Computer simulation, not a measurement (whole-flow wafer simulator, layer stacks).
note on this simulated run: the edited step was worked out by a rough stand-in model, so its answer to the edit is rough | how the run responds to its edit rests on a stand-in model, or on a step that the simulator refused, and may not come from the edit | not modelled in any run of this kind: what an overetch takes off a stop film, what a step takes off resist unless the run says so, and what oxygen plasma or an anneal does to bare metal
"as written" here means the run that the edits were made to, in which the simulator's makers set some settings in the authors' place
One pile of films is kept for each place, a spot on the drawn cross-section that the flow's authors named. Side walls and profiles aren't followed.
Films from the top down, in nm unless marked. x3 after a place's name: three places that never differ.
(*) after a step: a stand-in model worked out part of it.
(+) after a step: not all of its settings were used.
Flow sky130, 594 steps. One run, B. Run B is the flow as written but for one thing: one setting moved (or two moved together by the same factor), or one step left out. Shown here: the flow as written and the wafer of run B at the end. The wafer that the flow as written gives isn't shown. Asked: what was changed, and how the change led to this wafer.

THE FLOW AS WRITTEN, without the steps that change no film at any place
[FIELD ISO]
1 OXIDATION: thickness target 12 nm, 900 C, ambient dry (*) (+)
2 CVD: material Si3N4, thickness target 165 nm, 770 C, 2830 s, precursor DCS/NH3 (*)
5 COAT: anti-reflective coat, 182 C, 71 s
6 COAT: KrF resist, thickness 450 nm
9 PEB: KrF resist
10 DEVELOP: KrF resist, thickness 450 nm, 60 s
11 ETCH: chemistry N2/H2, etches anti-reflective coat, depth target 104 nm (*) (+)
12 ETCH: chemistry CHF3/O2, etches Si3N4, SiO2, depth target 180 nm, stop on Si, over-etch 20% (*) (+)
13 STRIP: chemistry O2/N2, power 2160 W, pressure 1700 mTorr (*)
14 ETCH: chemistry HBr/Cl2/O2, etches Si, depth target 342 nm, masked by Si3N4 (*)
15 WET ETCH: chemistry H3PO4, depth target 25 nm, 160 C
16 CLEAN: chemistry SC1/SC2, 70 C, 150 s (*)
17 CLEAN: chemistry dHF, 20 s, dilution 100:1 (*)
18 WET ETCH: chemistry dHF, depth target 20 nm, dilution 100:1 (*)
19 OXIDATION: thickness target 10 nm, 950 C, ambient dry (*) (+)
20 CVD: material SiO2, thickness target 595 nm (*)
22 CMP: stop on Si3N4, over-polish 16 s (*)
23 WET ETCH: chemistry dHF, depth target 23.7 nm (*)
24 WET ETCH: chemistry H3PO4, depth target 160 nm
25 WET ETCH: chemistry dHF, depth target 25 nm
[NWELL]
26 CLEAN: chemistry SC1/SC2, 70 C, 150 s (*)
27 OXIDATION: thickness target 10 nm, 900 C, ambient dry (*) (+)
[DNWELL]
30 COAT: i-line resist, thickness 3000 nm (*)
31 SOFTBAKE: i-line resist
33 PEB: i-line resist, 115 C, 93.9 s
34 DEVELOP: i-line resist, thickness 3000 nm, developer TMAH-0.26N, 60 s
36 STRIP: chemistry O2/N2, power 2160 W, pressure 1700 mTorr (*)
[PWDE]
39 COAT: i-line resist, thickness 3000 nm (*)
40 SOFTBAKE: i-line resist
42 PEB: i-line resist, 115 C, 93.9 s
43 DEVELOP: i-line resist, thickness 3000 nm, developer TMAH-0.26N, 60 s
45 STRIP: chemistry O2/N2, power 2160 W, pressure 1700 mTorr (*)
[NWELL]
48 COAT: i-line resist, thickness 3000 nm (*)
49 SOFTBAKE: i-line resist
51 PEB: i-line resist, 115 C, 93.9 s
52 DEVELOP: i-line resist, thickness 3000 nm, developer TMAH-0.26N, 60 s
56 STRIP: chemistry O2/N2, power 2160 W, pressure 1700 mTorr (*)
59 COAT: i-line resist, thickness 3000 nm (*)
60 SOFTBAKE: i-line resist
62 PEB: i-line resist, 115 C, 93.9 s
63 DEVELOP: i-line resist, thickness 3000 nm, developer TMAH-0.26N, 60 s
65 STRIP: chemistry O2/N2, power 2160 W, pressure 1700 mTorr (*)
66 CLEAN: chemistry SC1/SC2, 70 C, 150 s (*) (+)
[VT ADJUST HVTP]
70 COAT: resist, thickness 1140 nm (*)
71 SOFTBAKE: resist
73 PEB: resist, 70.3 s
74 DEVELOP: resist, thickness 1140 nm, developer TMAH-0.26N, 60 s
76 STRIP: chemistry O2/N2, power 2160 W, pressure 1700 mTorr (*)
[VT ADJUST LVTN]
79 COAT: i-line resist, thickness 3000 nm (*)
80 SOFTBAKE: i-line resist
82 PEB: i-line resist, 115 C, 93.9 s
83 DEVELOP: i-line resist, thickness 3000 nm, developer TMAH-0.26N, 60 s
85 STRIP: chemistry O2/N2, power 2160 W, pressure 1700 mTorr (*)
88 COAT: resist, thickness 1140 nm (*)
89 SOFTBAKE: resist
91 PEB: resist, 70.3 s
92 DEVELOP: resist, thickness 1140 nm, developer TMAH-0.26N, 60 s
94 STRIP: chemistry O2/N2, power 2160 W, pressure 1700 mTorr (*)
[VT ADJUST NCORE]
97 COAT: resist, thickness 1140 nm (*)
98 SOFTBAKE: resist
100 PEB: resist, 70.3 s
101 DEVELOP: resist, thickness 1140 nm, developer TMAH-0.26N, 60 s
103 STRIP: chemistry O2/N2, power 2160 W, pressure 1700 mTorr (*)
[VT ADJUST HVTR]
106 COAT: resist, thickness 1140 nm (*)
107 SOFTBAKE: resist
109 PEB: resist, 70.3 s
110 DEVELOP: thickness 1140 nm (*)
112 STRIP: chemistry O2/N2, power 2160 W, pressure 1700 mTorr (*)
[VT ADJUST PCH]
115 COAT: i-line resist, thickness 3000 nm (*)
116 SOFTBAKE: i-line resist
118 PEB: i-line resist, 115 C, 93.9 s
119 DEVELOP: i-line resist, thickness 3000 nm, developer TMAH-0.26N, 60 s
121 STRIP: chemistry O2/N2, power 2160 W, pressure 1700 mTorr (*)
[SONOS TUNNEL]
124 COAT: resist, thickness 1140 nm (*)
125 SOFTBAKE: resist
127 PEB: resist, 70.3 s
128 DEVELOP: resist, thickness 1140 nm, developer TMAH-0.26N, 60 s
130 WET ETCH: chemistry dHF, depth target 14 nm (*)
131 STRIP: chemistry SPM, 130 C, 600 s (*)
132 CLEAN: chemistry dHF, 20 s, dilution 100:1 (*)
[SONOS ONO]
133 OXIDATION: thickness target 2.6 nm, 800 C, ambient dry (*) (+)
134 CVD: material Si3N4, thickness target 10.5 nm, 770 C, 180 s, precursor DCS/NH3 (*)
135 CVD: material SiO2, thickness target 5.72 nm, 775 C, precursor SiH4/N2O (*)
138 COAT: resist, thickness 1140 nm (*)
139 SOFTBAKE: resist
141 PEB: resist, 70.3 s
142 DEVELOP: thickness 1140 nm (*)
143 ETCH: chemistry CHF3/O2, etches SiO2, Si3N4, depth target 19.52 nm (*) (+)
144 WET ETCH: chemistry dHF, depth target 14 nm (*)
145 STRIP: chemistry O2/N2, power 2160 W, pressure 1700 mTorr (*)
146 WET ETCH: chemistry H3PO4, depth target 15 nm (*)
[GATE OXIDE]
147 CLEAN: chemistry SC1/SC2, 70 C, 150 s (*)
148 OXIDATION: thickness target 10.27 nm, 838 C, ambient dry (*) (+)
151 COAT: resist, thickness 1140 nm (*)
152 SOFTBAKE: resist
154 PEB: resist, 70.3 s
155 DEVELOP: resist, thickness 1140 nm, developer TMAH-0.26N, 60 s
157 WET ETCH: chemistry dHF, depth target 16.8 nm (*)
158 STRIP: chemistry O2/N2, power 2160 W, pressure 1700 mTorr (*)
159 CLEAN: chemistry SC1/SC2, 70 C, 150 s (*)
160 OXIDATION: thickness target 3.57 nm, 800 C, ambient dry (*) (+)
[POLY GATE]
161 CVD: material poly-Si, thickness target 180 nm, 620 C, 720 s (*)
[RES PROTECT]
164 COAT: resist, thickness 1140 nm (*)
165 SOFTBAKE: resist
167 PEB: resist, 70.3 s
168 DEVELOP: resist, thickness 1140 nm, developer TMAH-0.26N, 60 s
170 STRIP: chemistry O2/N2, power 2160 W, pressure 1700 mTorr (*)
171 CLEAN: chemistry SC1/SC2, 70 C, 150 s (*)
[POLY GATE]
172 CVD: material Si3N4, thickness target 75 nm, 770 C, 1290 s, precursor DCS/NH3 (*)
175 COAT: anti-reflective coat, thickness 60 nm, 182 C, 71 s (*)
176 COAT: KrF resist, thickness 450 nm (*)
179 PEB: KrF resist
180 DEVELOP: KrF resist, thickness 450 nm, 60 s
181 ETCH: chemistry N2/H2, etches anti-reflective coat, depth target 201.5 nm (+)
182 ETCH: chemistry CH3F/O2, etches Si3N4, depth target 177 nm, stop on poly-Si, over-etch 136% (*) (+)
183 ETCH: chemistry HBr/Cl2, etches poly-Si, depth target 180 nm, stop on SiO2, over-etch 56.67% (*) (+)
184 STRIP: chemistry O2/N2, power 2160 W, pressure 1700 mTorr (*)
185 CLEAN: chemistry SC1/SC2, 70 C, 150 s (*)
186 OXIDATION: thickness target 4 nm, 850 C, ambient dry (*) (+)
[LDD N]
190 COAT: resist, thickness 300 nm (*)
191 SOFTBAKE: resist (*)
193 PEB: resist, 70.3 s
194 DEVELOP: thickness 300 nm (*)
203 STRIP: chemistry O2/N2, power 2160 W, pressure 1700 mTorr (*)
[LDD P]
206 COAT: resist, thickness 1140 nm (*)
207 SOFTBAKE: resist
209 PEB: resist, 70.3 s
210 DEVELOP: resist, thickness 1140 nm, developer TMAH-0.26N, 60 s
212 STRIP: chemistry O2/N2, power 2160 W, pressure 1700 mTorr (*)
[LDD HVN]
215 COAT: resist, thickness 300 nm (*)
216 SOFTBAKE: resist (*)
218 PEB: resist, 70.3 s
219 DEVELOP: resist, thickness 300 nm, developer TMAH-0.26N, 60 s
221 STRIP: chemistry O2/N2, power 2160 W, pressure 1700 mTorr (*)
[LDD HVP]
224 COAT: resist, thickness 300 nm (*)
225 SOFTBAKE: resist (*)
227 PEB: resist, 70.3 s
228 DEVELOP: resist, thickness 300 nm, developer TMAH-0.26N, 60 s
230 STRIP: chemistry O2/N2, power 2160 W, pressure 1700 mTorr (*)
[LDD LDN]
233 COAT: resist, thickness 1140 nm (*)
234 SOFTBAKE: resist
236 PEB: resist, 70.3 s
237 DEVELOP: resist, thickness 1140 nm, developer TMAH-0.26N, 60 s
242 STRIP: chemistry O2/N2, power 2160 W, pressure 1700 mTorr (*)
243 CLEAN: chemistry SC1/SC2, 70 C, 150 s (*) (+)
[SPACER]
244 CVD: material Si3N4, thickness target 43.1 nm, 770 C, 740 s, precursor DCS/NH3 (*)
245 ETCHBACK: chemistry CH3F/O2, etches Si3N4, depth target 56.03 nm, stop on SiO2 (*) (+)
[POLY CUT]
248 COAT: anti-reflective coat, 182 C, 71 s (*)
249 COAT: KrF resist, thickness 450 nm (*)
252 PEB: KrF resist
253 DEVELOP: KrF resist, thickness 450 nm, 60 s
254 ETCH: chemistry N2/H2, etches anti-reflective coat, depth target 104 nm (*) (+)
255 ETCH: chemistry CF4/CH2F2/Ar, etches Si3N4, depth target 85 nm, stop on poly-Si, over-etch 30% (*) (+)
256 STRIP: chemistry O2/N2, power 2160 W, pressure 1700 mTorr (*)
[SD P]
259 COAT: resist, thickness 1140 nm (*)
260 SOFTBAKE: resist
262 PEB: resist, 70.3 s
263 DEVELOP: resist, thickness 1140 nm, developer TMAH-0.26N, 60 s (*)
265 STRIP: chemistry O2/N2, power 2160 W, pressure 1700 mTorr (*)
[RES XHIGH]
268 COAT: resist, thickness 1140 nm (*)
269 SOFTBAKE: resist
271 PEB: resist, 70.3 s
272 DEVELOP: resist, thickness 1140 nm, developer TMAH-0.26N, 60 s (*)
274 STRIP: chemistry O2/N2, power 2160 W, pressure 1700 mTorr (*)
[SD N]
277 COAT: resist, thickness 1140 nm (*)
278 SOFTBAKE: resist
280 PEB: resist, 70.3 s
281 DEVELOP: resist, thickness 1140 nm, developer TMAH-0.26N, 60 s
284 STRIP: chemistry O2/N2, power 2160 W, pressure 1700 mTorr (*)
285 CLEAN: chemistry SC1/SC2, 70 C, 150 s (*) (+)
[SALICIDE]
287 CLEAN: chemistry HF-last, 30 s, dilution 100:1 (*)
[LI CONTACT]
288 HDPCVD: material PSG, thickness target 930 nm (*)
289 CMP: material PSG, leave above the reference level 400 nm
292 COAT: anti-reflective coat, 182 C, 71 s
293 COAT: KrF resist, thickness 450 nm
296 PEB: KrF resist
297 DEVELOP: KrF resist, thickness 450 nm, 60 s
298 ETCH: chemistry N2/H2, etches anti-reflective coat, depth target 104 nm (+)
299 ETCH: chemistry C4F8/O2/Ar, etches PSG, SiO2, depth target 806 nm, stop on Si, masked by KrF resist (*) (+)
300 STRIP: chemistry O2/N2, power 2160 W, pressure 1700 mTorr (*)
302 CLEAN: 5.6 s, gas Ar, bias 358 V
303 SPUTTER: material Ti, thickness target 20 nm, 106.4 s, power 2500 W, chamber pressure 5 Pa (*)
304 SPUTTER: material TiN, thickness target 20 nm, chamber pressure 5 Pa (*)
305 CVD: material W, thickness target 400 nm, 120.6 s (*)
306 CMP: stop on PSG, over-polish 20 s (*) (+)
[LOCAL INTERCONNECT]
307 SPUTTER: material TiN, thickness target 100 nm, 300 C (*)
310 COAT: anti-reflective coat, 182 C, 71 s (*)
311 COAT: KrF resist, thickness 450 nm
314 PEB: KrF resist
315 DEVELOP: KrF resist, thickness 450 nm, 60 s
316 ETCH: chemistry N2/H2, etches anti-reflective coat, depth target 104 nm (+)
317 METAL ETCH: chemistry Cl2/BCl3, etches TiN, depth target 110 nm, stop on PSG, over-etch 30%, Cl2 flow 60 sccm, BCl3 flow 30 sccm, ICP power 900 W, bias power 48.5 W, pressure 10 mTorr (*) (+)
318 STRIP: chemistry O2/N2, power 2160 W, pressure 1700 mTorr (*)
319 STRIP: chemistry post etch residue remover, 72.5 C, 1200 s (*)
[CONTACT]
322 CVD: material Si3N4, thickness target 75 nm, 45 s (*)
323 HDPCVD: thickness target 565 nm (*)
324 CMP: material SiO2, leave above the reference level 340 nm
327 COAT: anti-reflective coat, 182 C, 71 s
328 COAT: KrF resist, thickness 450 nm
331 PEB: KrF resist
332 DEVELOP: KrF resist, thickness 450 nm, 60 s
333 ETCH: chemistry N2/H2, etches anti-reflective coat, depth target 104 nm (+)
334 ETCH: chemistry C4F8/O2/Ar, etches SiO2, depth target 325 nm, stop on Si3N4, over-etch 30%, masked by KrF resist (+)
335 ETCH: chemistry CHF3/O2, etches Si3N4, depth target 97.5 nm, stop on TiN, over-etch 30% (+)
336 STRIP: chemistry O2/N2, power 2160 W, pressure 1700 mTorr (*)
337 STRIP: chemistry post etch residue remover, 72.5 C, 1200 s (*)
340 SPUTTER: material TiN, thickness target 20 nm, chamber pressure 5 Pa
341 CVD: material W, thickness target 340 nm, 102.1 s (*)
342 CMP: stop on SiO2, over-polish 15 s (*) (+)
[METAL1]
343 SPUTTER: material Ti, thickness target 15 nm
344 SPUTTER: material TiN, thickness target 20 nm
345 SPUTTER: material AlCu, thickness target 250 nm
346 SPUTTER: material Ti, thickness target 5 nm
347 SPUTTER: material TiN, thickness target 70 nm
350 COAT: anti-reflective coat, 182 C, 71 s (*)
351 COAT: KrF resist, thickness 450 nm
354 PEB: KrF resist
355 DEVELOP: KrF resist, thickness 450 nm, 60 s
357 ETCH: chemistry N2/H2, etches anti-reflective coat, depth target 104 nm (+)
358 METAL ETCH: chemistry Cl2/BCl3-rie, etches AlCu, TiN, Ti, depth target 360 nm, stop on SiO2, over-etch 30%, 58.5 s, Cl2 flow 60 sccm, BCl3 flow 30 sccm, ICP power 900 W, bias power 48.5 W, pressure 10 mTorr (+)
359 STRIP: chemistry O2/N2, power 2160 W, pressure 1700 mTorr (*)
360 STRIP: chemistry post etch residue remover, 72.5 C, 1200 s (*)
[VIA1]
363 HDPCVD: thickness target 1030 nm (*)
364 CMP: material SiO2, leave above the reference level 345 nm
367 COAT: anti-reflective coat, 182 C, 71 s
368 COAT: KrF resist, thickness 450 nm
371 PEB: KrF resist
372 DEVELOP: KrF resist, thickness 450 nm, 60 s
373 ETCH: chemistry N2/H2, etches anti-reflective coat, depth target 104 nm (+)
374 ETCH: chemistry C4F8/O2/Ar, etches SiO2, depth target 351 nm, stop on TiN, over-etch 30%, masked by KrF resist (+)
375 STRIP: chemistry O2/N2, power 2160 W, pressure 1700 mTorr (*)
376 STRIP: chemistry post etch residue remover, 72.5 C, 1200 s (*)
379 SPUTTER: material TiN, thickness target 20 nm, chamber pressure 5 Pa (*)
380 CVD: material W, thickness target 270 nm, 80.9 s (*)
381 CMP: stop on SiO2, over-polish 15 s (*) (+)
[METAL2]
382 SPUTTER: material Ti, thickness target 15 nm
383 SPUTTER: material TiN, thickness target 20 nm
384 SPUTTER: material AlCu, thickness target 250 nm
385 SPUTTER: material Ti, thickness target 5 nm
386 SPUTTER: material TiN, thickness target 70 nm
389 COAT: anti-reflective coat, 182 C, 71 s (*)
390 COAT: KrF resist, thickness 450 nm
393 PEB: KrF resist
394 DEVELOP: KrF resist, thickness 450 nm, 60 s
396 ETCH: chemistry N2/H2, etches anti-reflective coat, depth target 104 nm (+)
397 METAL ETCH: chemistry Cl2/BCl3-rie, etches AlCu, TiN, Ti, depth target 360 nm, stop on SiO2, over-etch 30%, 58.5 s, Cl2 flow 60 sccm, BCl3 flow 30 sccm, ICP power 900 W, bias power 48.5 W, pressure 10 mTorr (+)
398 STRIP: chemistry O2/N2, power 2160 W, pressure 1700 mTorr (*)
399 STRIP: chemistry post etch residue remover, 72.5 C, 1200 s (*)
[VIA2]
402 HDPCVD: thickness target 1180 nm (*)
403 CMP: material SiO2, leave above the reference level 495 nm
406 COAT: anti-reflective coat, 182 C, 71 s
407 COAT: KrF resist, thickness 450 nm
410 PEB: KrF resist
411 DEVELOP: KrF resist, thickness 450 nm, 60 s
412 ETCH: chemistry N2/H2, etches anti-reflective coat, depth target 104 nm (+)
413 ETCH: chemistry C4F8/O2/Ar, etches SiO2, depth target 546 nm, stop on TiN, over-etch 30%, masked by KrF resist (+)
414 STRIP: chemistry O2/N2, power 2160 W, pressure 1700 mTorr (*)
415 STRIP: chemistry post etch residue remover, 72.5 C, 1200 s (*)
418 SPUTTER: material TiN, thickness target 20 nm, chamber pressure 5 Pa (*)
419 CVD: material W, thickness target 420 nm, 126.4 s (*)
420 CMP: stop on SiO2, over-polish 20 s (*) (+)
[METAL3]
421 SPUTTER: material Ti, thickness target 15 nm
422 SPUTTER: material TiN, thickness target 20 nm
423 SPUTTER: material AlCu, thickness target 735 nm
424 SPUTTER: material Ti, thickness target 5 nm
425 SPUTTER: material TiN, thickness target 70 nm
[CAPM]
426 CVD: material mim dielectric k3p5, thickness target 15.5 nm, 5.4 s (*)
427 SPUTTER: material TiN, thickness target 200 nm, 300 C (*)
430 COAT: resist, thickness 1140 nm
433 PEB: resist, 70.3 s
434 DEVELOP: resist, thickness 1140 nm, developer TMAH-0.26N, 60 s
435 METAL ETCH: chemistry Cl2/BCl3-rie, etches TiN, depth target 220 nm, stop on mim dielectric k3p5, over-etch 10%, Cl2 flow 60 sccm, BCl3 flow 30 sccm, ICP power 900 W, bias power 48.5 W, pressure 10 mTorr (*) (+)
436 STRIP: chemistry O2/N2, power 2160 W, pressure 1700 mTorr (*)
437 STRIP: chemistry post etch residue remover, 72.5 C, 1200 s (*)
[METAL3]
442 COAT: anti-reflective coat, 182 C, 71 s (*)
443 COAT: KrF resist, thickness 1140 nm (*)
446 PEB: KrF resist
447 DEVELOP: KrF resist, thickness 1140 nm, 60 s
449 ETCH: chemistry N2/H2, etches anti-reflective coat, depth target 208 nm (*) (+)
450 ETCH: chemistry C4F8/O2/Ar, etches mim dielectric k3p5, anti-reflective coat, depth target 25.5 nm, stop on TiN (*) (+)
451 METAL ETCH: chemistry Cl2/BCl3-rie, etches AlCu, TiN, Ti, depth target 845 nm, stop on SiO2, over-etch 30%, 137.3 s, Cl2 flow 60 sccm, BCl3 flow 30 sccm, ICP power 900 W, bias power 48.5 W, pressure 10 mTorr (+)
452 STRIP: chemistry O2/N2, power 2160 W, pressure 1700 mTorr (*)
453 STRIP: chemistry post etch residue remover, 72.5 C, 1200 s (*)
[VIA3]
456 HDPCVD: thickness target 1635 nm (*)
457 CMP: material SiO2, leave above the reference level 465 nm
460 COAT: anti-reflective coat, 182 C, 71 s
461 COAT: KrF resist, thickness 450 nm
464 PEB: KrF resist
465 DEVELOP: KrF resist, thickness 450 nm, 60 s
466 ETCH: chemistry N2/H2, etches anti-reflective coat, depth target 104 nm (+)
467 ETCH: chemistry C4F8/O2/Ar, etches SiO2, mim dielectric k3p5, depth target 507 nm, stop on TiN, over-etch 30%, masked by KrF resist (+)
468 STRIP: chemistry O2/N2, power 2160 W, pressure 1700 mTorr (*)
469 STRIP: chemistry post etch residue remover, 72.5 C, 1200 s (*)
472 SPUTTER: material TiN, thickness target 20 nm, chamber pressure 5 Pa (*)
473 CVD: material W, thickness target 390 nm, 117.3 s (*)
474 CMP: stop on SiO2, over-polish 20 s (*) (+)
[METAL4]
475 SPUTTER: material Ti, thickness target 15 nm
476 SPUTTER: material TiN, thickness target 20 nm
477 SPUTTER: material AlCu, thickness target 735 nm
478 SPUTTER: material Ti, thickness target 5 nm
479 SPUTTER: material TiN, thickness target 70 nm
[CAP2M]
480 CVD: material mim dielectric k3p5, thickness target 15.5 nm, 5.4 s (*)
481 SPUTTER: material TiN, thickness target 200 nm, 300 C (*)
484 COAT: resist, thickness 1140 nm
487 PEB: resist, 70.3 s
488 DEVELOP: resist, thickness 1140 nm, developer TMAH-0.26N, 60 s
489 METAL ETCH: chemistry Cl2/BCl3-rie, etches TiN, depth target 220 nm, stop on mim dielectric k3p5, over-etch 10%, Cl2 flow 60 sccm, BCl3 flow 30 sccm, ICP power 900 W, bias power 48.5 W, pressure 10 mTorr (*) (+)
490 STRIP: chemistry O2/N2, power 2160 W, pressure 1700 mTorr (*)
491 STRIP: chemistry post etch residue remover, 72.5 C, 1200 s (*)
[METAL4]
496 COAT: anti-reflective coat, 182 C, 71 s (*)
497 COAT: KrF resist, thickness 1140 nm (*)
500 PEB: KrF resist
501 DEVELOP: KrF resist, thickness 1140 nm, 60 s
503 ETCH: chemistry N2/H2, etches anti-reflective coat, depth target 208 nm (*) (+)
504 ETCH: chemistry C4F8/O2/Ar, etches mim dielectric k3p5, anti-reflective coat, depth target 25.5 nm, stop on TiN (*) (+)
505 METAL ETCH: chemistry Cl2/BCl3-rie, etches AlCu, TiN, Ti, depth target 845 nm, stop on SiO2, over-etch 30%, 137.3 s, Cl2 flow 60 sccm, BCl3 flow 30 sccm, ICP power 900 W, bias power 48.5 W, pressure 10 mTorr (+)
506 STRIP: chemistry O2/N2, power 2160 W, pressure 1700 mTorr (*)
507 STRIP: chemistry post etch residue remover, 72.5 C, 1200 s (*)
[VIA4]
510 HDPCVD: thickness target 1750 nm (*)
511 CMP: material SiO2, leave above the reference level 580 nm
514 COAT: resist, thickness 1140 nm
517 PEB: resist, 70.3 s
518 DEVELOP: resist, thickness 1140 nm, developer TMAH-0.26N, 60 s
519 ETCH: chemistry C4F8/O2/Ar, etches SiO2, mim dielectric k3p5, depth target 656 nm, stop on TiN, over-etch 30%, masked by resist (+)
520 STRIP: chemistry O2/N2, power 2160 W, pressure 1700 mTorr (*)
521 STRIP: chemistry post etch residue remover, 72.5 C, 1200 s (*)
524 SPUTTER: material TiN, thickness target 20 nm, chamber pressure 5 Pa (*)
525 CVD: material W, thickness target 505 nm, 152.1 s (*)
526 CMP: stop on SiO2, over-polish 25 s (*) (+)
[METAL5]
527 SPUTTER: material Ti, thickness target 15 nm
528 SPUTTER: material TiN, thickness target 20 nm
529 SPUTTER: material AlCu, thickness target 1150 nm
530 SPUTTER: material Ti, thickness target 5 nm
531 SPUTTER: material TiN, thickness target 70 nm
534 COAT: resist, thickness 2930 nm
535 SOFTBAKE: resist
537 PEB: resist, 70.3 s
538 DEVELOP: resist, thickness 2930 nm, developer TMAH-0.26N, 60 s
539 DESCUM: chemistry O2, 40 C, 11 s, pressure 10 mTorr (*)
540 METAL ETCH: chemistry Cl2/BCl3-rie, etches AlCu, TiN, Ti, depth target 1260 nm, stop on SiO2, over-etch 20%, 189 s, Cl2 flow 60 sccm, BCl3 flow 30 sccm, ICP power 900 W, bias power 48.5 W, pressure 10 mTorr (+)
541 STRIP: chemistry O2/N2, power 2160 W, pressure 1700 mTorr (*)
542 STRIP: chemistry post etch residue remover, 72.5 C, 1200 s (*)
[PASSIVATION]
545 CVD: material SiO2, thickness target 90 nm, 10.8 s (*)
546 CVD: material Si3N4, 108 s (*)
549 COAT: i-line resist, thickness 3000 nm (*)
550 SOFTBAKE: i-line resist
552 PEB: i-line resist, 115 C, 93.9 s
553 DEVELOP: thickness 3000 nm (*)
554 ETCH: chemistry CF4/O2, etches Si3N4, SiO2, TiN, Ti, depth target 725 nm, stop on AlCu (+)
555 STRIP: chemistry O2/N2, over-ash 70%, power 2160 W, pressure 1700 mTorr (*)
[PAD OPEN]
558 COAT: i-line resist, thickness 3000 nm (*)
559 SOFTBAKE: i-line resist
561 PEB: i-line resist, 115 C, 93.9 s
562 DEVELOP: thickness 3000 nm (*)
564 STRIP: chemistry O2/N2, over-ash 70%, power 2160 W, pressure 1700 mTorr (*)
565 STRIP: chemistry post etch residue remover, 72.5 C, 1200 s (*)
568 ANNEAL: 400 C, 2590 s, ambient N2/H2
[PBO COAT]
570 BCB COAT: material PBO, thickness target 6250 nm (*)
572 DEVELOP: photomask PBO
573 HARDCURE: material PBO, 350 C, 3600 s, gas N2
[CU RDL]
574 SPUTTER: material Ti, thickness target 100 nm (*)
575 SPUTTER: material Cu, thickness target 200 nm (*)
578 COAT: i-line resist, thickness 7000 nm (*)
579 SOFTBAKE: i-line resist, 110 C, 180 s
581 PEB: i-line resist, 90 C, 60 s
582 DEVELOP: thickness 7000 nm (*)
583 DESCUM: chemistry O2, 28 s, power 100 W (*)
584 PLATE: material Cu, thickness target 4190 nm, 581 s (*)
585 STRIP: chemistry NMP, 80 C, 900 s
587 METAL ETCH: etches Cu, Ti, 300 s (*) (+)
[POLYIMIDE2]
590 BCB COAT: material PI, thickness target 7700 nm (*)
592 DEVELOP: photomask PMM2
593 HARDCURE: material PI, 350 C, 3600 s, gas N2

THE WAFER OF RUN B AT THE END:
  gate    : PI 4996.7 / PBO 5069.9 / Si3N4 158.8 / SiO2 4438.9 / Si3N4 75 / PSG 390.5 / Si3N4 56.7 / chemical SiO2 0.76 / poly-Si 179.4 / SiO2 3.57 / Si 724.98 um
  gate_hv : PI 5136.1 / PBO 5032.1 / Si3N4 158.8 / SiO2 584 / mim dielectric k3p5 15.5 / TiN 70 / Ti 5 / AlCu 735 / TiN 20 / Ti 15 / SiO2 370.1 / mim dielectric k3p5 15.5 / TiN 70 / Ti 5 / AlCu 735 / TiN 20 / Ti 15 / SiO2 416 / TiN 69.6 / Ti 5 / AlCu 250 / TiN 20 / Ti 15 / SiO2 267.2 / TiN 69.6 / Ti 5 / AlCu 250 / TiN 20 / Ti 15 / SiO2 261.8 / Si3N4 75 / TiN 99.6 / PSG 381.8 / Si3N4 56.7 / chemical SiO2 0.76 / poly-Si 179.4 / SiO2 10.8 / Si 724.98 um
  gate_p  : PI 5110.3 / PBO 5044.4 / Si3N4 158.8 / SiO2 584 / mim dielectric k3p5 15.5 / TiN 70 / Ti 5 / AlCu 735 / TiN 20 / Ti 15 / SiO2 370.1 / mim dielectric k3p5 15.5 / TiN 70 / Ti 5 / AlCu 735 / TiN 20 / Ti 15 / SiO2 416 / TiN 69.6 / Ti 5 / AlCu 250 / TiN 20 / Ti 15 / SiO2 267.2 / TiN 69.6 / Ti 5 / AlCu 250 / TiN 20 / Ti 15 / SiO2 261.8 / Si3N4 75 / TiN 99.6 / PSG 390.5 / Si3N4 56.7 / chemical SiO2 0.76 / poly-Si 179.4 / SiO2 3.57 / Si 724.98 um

The cause: step 244, CVD: thickness target 38.8 nm was run, where the flow has thickness target 43.1 nm; step 244, CVD: 666 s was run, where the flow has 740 s.

How the change led to this, step by step:
  244 CVD: material Si3N4, thickness target 43.1 nm, 770 C, 740 s, precursor DCS/NH3 (*)
      field, active, p_well and 101 more: Si3N4 +38.8 (new film) (as written it would be: Si3N4 +43.1 (new film))
      n_well, gate, gate_hv and 74 more: Si3N4 +38.8 (as written it would be: Si3N4 +43.1)
  245 ETCHBACK: chemistry CH3F/O2, etches Si3N4, depth target 56.03 nm, stop on SiO2 (*) (+)
      field, active, p_well and 101 more: Si3N4 -38.8 (all of it), SiO2 -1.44 (as written it would be: Si3N4 -43.1 (all of it), SiO2 -1.08)
  248 COAT: anti-reflective coat, 182 C, 71 s (*)
      gate_hv: anti-reflective coat +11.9 (new film) (as written it would be: anti-reflective coat +10.9 (new film))
      mim: anti-reflective coat +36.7 (new film) (as written it would be: anti-reflective coat +35.2 (new film))
      (and at 25 more places)
  254 ETCH: chemistry N2/H2, etches anti-reflective coat, depth target 104 nm (*) (+)
      rxpo_ln: anti-reflective coat -22.9 (all of it), Si3N4 -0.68 (as written it would be: anti-reflective coat -23.9 (all of it), Si3N4 -0.66)
  255 ETCH: chemistry CF4/CH2F2/Ar, etches Si3N4, depth target 85 nm, stop on poly-Si, over-etch 30% (*) (+)
      field, active, n_well and 180 more: KrF resist -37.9 (as written it would be: KrF resist -40.7)
      rpo_wd, rxpo_wd: Si3N4 -57.3 (all of it), chemical SiO2 -0.75 (all of it) (as written it would be: Si3N4 -61.6 (all of it), chemical SiO2 -0.75 (all of it))
      (and at 5 more places)
  256 STRIP: chemistry O2/N2, power 2160 W, pressure 1700 mTorr (*)
      n_well: KrF resist -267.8 (all of it), anti-reflective coat -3 (all of it) (as written it would be: KrF resist -262 (all of it), anti-reflective coat -3 (all of it))
      gate_hv: KrF resist -318.1 (all of it), anti-reflective coat -11.9 (all of it) (as written it would be: KrF resist -314.7 (all of it), anti-reflective coat -10.9 (all of it))
      (and at 29 more places)
  306 CMP: stop on PSG, over-polish 20 s (*) (+)
      poly_licon: W -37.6 (as written it would be: W -33.3)
